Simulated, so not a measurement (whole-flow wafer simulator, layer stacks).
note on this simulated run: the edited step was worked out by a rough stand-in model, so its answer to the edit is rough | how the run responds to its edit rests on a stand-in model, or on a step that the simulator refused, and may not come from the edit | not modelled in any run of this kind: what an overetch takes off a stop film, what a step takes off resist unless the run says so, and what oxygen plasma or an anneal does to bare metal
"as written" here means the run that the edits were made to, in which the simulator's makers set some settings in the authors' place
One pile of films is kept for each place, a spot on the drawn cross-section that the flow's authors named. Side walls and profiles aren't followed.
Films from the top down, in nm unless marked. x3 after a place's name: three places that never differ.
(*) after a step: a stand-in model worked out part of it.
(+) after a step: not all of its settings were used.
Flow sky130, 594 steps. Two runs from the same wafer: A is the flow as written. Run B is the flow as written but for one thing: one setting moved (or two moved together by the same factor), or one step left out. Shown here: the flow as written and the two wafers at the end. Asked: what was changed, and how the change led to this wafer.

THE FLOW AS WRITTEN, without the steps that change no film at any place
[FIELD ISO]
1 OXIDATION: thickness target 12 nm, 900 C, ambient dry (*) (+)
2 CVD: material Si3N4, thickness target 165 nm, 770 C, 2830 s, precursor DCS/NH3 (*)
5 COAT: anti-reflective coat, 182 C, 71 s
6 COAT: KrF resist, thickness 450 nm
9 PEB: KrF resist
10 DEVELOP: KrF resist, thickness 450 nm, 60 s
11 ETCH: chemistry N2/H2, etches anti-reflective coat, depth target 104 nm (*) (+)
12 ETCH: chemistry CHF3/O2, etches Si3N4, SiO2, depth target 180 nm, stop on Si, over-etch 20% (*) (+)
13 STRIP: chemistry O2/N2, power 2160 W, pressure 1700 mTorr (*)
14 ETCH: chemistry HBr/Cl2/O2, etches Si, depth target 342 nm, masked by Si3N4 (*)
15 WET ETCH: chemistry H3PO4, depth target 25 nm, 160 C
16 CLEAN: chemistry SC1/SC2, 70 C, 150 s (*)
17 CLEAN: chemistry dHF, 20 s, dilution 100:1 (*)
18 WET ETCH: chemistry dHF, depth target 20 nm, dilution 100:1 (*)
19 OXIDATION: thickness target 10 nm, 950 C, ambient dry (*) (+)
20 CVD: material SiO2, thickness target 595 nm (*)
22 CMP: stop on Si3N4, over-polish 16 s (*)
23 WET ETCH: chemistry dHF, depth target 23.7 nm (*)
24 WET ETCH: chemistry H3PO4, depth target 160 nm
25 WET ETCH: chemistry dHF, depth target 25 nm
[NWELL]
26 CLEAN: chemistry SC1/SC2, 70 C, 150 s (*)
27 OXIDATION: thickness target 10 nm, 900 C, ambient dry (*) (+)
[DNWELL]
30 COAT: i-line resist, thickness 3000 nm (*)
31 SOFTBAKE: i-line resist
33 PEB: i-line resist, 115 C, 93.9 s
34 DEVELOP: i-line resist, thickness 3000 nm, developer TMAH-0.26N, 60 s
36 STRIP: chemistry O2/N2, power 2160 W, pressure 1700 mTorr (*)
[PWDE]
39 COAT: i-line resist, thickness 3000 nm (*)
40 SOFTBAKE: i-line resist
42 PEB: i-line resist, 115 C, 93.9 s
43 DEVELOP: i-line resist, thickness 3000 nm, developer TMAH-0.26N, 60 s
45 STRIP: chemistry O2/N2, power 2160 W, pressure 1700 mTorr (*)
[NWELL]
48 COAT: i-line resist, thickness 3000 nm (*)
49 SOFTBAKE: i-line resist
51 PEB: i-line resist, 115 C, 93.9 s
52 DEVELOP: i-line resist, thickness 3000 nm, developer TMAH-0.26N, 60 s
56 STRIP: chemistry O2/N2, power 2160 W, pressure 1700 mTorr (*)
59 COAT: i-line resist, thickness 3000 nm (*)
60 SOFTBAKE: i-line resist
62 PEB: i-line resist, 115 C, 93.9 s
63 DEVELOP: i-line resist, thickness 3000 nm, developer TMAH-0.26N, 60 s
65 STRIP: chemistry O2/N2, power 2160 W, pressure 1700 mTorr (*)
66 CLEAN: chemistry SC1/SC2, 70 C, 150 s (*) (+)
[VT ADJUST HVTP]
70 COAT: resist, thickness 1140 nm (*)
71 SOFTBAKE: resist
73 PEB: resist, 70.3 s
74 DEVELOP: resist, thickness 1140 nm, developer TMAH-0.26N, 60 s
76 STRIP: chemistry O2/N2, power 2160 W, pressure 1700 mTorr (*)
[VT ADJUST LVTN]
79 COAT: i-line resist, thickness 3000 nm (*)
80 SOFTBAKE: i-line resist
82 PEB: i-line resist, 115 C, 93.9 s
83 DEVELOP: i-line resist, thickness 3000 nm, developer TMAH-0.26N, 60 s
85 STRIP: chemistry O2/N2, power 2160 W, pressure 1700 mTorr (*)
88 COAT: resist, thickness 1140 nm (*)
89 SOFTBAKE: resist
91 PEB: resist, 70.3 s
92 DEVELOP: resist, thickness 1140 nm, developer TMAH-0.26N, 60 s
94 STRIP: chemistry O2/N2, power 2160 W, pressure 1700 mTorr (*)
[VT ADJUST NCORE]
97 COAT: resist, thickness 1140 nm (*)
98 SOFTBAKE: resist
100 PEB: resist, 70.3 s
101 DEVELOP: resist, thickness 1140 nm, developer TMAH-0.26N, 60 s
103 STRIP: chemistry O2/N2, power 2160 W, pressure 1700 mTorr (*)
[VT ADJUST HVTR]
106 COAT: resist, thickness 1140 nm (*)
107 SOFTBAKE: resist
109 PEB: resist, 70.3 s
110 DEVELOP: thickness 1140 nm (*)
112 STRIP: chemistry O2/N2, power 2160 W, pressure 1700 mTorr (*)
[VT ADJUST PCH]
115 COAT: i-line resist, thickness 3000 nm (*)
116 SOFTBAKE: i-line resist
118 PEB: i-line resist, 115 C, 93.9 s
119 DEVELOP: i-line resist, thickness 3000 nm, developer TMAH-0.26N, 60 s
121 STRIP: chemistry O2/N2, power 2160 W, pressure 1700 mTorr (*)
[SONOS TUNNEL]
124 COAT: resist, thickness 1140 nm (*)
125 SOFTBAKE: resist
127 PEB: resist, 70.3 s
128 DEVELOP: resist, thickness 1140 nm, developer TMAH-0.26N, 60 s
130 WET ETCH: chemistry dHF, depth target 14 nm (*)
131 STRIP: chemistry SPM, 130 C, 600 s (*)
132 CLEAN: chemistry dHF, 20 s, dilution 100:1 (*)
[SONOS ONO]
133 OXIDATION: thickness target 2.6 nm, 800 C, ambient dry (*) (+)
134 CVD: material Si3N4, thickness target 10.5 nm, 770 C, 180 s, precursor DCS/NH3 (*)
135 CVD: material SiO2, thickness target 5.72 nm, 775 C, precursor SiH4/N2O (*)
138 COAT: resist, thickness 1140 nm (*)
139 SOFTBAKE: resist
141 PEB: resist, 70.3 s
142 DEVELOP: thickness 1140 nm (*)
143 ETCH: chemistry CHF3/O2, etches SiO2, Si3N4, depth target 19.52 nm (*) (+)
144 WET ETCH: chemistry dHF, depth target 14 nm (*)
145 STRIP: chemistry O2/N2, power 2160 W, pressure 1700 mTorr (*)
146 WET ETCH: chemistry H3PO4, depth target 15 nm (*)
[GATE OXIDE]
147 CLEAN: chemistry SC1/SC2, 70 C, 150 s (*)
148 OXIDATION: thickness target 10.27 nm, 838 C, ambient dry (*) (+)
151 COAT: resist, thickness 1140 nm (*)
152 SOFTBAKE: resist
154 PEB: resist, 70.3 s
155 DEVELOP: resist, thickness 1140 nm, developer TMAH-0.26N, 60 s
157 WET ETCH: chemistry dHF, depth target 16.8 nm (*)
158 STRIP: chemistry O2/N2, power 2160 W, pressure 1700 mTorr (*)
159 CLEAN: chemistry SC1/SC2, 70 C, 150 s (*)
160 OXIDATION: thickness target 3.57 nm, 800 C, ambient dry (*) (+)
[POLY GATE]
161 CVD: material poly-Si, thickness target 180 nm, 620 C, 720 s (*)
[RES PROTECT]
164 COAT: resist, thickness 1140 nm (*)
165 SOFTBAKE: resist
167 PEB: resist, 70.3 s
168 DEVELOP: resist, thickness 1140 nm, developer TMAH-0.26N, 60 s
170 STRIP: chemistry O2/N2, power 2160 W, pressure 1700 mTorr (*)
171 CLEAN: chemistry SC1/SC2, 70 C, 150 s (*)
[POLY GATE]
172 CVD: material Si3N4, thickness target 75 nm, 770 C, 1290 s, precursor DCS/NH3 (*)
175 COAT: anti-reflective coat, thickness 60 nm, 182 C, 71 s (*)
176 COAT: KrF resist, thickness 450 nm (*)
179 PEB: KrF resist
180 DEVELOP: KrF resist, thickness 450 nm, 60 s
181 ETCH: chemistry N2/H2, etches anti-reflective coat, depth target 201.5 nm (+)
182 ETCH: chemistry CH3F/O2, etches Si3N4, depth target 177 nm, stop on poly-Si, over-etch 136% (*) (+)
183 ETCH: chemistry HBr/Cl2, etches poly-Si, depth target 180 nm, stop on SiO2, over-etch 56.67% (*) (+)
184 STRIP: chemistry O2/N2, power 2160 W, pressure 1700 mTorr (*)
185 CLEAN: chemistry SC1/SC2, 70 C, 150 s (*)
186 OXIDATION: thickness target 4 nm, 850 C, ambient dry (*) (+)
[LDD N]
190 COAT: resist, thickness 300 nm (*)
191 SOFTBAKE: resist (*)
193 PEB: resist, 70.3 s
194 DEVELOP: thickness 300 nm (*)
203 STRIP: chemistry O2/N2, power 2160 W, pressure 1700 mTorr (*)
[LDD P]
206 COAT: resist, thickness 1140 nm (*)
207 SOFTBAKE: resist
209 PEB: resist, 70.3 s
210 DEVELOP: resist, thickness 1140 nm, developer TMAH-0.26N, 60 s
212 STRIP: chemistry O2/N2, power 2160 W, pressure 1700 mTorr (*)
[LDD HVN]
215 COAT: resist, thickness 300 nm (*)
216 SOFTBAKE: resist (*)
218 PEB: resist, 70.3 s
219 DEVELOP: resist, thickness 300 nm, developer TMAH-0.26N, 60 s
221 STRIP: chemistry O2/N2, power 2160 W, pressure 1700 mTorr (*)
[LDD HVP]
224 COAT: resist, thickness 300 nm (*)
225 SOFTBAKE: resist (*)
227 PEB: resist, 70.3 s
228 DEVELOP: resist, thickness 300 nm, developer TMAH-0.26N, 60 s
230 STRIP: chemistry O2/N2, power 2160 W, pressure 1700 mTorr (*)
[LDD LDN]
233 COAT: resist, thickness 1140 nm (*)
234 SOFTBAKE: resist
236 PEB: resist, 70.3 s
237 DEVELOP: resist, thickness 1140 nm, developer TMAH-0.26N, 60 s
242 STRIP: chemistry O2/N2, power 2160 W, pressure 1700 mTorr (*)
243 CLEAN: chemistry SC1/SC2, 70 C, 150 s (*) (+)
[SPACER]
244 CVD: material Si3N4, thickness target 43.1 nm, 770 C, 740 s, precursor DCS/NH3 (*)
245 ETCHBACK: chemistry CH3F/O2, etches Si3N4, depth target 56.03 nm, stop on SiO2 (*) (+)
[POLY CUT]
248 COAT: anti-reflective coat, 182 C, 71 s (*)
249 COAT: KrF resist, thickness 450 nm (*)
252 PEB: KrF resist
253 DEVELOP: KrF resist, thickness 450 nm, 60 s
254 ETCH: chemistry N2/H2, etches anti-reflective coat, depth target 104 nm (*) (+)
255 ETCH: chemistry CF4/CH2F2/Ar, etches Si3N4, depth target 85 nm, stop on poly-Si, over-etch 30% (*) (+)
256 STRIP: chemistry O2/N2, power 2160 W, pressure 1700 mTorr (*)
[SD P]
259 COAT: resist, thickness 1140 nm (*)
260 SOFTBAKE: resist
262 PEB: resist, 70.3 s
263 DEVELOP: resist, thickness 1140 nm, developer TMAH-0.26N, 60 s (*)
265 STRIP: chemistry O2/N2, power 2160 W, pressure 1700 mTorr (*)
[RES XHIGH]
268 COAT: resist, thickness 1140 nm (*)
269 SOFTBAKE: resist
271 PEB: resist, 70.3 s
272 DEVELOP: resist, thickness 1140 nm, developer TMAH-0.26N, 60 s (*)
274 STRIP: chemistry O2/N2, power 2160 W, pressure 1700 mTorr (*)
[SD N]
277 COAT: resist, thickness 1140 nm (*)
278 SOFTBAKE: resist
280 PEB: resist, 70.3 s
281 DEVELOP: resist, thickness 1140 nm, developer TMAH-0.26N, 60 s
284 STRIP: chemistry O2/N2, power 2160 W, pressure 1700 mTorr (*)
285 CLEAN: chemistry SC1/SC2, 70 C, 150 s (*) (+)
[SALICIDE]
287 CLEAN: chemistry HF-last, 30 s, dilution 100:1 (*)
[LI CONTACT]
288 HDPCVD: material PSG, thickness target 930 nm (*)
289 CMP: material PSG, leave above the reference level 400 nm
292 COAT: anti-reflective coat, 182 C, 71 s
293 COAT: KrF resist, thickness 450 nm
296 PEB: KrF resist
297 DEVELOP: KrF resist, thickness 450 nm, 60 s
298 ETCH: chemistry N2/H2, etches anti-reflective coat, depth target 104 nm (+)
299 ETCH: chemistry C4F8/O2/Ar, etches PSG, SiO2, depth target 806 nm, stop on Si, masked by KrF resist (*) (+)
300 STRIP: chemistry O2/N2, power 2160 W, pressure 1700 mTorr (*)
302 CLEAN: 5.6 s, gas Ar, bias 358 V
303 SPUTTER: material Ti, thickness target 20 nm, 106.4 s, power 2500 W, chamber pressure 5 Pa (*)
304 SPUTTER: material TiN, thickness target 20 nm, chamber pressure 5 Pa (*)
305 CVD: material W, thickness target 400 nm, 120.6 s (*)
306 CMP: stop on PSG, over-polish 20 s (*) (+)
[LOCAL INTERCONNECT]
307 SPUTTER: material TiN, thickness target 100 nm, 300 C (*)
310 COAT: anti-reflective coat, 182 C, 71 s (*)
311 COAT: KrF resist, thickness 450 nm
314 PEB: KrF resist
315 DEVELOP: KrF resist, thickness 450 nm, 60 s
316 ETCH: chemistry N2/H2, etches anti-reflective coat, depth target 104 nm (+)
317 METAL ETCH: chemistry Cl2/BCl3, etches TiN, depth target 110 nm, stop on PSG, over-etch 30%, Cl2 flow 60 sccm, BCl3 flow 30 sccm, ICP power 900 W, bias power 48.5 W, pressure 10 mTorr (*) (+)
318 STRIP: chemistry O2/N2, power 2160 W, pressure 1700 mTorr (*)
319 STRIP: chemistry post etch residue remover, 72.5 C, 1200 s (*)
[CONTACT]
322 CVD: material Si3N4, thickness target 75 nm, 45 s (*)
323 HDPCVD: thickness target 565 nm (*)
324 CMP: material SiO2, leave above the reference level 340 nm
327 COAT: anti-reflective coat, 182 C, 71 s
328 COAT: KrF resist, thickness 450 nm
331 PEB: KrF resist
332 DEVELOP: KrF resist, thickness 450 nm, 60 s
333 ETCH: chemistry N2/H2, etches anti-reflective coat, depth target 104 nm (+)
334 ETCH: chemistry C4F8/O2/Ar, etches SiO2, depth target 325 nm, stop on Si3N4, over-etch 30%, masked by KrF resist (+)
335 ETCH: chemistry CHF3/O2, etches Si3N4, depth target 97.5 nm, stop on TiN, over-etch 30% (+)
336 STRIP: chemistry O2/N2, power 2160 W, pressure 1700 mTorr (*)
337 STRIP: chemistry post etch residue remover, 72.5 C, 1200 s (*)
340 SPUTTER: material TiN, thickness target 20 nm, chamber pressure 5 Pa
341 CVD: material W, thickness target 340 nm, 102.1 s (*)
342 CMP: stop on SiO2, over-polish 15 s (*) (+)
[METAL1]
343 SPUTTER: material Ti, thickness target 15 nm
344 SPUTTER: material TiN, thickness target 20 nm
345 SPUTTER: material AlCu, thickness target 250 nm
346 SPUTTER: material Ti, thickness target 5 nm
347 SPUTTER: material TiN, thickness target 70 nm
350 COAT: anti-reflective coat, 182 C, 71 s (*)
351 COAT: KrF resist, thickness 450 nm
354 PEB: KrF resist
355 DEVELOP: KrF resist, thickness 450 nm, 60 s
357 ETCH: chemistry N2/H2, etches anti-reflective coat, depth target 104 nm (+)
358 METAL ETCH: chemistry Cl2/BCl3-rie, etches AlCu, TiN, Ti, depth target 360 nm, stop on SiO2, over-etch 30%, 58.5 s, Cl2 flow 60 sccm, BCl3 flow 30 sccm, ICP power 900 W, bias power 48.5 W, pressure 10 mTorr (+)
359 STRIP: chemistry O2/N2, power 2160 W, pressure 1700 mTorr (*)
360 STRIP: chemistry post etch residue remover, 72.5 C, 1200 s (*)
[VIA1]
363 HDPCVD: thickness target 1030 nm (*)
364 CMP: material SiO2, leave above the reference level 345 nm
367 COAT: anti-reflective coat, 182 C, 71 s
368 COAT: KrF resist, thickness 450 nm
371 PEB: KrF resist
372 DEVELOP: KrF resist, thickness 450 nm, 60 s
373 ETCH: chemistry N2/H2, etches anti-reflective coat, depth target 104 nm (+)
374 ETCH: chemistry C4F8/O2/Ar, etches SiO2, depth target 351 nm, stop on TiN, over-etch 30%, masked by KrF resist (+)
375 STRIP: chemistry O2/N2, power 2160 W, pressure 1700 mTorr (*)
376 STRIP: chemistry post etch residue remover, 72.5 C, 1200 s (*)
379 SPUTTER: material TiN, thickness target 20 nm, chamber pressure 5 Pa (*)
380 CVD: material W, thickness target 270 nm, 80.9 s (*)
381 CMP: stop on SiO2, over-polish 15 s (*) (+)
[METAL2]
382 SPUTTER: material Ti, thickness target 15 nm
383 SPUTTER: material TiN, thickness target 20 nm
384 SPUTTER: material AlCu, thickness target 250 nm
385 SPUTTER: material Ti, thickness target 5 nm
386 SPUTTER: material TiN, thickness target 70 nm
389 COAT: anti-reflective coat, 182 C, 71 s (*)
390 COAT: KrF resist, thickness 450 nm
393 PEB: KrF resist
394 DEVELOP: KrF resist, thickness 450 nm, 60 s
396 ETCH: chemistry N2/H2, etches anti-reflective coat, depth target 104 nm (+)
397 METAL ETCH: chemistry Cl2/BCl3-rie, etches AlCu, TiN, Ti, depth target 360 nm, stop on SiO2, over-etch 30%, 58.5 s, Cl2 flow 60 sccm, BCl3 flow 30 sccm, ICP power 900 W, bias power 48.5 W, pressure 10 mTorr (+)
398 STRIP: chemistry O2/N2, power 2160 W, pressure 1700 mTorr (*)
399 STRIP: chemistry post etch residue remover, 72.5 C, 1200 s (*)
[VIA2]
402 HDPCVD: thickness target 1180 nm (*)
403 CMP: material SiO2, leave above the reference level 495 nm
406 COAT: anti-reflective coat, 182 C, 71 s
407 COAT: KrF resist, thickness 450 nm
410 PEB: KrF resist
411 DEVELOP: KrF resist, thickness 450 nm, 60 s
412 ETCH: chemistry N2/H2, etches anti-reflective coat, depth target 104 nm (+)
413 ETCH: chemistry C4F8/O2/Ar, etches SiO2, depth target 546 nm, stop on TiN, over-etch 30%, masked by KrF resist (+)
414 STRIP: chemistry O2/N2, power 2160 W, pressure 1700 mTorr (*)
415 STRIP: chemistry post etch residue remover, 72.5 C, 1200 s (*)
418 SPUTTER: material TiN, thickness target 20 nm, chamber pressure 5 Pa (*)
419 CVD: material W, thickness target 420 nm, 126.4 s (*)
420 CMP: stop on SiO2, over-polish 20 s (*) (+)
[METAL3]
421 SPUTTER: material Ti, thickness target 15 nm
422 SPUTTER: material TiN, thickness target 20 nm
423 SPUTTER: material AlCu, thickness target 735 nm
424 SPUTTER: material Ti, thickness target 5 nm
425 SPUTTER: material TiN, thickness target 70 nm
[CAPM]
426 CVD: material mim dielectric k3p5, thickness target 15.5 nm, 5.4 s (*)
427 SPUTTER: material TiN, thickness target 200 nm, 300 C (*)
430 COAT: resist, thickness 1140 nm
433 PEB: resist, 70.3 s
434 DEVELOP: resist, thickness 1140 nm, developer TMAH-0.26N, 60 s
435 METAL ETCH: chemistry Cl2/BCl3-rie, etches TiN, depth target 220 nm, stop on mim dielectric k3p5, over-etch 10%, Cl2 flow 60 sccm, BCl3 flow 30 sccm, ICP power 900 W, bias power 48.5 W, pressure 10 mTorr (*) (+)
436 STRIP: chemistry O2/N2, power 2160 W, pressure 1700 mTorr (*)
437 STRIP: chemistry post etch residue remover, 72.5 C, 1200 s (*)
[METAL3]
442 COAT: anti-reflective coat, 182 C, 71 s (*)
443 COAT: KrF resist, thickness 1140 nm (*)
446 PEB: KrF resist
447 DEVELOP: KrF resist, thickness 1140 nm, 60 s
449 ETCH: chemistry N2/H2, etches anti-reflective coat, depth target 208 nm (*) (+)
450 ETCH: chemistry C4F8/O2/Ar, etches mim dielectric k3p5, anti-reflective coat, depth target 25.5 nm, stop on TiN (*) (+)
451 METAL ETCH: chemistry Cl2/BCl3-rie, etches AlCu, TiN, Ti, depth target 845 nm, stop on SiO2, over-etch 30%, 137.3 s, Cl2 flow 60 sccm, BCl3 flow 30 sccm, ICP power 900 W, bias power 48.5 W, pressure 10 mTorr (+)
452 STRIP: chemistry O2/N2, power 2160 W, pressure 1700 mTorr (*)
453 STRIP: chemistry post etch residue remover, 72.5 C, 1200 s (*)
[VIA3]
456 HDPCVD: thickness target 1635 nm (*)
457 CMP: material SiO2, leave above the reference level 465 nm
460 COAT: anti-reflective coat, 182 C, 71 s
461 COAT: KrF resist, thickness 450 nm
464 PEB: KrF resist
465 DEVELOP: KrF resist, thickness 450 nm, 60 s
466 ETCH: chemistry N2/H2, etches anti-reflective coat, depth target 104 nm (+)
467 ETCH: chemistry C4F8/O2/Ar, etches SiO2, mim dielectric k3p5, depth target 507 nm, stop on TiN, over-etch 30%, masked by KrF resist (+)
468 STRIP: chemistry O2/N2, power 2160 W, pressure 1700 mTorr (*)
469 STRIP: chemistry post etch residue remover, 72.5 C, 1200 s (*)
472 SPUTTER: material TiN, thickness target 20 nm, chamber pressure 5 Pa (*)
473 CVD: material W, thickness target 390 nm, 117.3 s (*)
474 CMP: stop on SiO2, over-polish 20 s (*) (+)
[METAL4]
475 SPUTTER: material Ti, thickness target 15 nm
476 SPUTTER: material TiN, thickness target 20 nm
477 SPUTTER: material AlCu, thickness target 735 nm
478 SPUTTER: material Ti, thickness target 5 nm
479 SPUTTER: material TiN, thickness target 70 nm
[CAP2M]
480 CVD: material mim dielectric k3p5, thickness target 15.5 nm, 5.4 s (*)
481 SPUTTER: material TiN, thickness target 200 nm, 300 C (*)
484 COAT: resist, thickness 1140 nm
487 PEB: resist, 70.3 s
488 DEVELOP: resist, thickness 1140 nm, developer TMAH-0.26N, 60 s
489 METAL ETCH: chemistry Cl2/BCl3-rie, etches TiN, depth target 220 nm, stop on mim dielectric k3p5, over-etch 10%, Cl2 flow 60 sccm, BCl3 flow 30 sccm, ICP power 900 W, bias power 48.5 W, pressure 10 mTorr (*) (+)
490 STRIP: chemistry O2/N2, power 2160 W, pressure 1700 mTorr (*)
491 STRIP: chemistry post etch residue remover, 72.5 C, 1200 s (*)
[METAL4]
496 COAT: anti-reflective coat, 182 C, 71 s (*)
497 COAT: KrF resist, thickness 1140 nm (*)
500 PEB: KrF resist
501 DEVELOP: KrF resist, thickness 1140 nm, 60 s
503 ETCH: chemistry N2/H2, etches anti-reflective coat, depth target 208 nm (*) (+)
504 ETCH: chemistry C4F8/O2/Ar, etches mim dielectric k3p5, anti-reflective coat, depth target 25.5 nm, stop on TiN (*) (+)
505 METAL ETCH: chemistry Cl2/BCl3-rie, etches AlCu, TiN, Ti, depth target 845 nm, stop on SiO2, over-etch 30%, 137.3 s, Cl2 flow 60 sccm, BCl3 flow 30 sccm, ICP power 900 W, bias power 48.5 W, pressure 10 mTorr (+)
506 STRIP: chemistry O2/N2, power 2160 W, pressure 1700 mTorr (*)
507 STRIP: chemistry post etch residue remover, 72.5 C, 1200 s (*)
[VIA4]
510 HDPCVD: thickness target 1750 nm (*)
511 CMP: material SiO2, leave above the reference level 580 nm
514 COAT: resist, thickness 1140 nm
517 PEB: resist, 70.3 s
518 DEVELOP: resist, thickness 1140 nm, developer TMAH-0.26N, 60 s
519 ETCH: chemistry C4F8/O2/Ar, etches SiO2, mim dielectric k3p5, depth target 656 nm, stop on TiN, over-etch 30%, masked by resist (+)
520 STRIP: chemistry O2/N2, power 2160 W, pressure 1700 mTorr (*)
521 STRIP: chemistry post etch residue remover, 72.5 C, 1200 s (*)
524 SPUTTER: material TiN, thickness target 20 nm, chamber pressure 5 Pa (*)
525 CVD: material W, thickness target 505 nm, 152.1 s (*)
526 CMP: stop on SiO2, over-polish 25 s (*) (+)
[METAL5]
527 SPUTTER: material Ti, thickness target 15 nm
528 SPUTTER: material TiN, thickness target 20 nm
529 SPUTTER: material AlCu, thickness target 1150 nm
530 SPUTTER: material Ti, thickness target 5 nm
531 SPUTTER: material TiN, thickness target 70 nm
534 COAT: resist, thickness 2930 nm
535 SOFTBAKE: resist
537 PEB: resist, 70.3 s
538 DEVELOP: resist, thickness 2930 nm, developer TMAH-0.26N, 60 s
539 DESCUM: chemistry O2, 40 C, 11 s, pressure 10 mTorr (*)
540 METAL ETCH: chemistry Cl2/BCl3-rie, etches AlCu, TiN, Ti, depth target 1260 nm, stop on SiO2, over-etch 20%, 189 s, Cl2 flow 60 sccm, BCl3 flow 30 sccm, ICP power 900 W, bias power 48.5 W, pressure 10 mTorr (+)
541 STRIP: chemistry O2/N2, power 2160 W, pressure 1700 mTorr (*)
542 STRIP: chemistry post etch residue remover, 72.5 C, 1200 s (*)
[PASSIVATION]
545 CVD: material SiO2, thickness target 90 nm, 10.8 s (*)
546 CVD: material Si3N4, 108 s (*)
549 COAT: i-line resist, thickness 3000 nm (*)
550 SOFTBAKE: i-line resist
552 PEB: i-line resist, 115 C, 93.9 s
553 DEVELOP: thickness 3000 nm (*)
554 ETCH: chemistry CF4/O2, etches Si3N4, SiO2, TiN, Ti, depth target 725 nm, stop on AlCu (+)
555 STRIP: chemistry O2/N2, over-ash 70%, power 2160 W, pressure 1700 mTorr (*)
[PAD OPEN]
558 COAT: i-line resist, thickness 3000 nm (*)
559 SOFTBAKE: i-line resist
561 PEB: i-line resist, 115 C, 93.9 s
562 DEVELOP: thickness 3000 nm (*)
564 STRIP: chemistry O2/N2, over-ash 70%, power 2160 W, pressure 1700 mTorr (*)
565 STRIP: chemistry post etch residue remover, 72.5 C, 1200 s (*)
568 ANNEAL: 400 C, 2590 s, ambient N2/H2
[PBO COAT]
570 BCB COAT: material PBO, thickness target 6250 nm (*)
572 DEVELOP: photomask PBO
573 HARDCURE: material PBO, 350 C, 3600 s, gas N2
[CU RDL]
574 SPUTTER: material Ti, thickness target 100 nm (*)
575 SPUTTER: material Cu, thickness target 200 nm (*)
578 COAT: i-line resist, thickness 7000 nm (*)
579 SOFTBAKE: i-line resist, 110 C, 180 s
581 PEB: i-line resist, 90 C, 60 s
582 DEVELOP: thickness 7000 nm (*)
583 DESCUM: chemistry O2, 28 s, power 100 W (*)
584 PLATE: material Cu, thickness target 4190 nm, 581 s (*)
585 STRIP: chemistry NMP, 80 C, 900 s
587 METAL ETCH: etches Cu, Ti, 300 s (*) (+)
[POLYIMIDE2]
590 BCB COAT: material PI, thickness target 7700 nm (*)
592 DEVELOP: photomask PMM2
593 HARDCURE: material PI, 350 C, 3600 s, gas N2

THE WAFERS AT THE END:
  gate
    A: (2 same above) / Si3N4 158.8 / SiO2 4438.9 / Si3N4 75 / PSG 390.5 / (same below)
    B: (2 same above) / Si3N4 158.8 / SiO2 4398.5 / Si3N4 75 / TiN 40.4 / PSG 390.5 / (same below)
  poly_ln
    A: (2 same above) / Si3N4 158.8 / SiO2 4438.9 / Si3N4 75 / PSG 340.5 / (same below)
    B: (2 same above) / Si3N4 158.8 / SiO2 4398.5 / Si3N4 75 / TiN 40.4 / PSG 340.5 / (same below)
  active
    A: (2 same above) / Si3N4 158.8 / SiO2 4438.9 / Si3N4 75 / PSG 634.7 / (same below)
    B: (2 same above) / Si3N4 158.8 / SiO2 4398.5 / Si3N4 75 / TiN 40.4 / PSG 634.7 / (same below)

The cause: step 317, METAL ETCH: depth target 57.8 nm was run, where the flow has depth target 110 nm.

How the change led to this, step by step:
  317 METAL ETCH: chemistry Cl2/BCl3, etches TiN, depth target 110 nm, stop on PSG, over-etch 30%, Cl2 flow 60 sccm, BCl3 flow 30 sccm, ICP power 900 W, bias power 48.5 W, pressure 10 mTorr (*) (+)
      field, active, gate and 88 more: A TiN -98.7 (all of it) | B TiN -57.8
      n_well, p_well, gate_hv and 97 more: A KrF resist -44 | B KrF resist -23.1
  318 STRIP: chemistry O2/N2, power 2160 W, pressure 1700 mTorr (*)
      n_well, p_well, gate_hv and 93 more: A KrF resist -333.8 (all of it), anti-reflective coat -80 (all of it) | B KrF resist -354.7 (all of it), anti-reflective coat -80 (all of it)
      poly_licon, ndiff_licon, rpo_hd_licon: A KrF resist -333.9 (all of it), anti-reflective coat -80.5 (all of it) | B KrF resist -354.8 (all of it), anti-reflective coat -80.5 (all of it)
      (and at 1 more place)
  324 CMP: material SiO2, leave above the reference level 340 nm
      field, active, gate and 88 more: A SiO2 -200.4 | B SiO2 -240.9
Counting metal films that touch as one body, gate has 1 body; the flow as written gives 0 bodies.
Counting metal films that touch as one body, poly_ln has 1 body; the flow as written gives 0 bodies.
Counting metal films that touch as one body, active has 1 body; the flow as written gives 0 bodies.
